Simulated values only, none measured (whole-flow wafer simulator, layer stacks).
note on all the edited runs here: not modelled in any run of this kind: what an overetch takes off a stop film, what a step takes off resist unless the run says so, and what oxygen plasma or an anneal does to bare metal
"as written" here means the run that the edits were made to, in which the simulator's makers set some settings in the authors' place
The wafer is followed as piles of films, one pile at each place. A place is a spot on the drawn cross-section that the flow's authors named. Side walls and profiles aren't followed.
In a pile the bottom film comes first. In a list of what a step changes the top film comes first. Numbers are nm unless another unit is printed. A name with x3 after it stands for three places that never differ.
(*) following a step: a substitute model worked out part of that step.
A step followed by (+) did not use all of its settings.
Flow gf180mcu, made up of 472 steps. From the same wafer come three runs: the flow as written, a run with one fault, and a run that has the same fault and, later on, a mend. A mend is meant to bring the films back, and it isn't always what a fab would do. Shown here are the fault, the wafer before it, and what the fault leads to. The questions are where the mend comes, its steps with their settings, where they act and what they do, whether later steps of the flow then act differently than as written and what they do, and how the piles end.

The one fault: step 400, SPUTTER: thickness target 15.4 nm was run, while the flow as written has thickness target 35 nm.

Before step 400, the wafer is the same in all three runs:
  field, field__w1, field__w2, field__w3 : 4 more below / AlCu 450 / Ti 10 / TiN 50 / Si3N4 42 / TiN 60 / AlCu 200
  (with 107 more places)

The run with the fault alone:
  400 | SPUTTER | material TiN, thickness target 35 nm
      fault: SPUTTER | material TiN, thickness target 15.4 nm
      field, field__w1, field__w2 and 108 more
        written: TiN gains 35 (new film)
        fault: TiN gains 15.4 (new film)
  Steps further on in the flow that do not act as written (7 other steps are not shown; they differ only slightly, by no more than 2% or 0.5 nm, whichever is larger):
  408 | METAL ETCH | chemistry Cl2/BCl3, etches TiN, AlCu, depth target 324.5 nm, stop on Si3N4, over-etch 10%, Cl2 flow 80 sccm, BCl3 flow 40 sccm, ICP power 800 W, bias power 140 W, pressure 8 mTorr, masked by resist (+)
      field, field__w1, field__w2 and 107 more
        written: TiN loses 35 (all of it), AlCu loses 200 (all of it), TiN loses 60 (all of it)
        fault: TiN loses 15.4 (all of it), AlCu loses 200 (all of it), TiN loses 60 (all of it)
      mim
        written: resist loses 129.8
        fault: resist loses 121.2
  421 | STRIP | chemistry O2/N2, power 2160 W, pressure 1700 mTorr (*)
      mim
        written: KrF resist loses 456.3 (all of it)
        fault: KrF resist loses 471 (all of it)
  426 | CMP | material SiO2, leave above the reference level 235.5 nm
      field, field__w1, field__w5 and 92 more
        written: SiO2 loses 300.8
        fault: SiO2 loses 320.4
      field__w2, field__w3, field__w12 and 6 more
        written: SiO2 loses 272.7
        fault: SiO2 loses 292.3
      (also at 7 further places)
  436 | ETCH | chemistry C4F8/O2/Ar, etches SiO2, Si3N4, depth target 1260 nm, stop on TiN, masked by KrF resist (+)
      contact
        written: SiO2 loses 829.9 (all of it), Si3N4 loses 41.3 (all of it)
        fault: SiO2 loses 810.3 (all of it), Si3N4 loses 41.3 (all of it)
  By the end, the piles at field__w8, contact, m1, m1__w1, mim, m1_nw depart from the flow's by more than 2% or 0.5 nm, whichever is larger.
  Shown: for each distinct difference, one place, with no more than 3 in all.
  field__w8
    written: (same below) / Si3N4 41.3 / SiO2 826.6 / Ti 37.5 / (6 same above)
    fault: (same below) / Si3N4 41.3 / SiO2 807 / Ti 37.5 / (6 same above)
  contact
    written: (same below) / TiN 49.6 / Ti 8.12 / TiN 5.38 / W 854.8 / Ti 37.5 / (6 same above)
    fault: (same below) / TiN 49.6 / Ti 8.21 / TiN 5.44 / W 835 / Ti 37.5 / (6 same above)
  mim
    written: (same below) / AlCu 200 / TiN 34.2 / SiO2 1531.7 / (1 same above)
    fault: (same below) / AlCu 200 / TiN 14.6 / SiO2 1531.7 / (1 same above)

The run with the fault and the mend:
  The mend stands after step 407.
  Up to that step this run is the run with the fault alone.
  407a | STRIP | chemistry O2/N2, power 2160 W, pressure 1700 mTorr (*)
      mim
        resist loses 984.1 (all of it)
  407b | SPUTTER | material TiN, thickness target 19.6 nm (the flow's step 400 again, with other settings)
      field, field__w1, field__w2 and 108 more
        TiN gains 19.6
  407c | HMDS | 120 C, 60 s (the flow's step 402 again)
      does not change any film at any place that is followed
  407d | COAT | resist, thickness 1000 nm (the flow's step 403 again)
      field, field__w1, field__w2 and 108 more
        resist gains 1000 (new film)
  407e | SOFTBAKE | resist (the flow's step 404 again)
      does not change any film at any place that is followed
  407f | EXPOSE | photomask FuseTop (the flow's step 405 again)
      does not change any film at any place that is followed
  407g | PEB | resist, 70.3 s (the flow's step 406 again)
      field, field__w1, field__w2 and 108 more
        resist loses 15.9
  407h | DEVELOP | thickness 1000 nm, 60 s (the flow's step 407 again)
      field, field__w1, field__w2 and 107 more
        resist loses 984.1 (all of it)
  Every later step of the flow that is run acts as written at every place that is followed.
  At every place that both follow, the piles at the end match the flow's.
